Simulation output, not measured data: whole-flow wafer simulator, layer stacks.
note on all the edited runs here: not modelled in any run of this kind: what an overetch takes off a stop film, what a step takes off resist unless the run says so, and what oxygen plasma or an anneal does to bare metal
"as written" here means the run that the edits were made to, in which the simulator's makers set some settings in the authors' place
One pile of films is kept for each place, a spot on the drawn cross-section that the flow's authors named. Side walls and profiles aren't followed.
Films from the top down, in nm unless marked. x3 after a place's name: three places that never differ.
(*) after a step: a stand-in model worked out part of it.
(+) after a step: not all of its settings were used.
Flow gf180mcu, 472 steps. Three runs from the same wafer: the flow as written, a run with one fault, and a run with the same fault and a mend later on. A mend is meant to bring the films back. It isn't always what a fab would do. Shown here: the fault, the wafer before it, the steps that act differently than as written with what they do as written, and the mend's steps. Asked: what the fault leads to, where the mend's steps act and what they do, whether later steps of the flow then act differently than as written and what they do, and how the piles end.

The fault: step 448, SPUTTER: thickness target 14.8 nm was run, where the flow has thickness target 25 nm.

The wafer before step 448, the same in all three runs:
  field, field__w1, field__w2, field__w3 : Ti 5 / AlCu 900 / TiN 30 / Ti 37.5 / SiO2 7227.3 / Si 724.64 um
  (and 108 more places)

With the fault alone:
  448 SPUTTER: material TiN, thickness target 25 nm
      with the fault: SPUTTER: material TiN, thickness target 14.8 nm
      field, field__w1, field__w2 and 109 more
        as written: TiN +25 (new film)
        with the fault: TiN +14.8 (new film)
  Later steps of the flow that act differently than as written (5 more steps differ only slightly, by at most 2% or 0.5 nm, whichever is larger, and aren't shown):
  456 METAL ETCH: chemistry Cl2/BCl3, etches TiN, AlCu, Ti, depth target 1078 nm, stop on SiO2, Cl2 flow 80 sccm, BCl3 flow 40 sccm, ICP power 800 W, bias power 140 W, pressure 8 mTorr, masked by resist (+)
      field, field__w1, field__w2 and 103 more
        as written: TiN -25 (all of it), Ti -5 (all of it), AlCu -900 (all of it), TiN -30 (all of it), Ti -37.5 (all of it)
        with the fault: TiN -14.8 (all of it), Ti -5 (all of it), AlCu -900 (all of it), TiN -30 (all of it), Ti -37.5 (all of it)
  At the end the piles differ from the flow's by more than 2% or 0.5 nm, whichever is larger, at field__w8, contact, m1, m1__w1, pad, m1_nw.
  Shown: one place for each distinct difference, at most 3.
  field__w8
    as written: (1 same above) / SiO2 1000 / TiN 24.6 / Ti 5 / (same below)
    with the fault: (1 same above) / SiO2 1000 / TiN 14.4 / Ti 5 / (same below)
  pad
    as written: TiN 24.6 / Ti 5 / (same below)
    with the fault: TiN 14.4 / Ti 5 / (same below)

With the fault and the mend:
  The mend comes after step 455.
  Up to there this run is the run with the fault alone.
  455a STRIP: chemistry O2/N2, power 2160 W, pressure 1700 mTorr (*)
      field__w8, contact, m1, m1__w1, pad, m1_nw
        resist -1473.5 (all of it)
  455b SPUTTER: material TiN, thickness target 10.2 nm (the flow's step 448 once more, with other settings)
      field, field__w1, field__w2 and 109 more
        TiN +10.2
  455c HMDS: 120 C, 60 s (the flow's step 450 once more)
      changes no film at any place that is followed
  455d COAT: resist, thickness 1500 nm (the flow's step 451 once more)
      field, field__w1, field__w2 and 109 more
        resist +1500 (new film)
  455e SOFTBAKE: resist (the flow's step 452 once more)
      changes no film at any place that is followed
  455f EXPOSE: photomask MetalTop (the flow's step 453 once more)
      changes no film at any place that is followed
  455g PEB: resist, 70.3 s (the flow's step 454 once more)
      field, field__w1, field__w2 and 109 more
        resist -26.5
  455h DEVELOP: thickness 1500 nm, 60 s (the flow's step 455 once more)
      field, field__w1, field__w2 and 103 more
        resist -1473.5 (all of it)
  No later step of the flow acts differently than as written at any place that is followed.
  At the end the piles are the same as the flow's at every place that both follow.
